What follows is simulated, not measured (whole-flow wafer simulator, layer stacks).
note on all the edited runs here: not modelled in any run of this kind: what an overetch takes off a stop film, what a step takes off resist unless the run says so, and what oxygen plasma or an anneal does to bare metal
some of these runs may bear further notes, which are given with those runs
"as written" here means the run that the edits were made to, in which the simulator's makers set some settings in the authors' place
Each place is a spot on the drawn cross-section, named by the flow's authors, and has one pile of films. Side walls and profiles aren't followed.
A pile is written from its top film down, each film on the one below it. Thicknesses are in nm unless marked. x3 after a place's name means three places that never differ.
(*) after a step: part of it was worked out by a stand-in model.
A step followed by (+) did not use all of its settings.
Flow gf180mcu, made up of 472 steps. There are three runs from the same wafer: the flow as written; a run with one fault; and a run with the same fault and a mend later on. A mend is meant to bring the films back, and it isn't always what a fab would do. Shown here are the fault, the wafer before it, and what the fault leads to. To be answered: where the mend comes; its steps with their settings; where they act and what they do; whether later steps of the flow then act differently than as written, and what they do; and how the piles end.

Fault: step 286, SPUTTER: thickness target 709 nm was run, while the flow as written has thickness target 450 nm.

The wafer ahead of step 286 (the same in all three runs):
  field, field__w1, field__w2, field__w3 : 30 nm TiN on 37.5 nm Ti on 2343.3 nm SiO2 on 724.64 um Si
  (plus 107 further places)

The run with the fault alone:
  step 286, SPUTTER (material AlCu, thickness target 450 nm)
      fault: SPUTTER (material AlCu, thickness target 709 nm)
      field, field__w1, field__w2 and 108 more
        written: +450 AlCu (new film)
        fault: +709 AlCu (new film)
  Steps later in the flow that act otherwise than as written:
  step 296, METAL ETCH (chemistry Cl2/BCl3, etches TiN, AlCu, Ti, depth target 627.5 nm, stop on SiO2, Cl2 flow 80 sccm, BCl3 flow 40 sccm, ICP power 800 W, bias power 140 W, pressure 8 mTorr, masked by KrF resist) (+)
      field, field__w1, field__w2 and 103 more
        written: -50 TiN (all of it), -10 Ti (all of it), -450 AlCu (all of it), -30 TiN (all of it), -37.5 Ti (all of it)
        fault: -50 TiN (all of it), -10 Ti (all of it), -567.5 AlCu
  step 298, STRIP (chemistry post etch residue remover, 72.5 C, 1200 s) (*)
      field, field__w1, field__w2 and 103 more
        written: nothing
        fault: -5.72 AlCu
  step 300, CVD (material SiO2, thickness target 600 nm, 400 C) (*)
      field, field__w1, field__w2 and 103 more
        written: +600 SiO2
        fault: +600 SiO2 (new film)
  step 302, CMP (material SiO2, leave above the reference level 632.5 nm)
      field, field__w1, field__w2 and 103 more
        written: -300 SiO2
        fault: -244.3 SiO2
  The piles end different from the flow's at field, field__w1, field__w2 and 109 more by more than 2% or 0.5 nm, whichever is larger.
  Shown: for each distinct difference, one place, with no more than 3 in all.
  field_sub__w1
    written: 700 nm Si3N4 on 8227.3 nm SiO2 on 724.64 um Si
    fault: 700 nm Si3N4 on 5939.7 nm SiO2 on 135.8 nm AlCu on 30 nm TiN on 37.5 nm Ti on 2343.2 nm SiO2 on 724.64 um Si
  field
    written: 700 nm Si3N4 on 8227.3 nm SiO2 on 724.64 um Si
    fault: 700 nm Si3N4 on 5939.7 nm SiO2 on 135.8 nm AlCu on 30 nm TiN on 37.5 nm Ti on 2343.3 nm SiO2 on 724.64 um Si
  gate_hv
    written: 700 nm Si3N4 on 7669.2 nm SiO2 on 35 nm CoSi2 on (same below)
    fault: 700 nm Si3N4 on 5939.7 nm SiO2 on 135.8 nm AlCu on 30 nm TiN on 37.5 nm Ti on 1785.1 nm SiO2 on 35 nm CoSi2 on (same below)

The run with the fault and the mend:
  The mend follows step 286.
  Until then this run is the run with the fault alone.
  step 286a, METAL ETCH (chemistry Cl2/BCl3, etches TiN, AlCu, Ti, depth target 259 nm, Cl2 flow 80 sccm, BCl3 flow 40 sccm, ICP power 800 W, bias power 140 W, pressure 8 mTorr) (a further turn of the flow's step 260, with different settings)
      field, field__w1, field__w2 and 108 more
        -259 AlCu
  Later steps of the flow that are run all act as written at every place that is followed.
  The piles end the same as the flow's at every place that both follow.
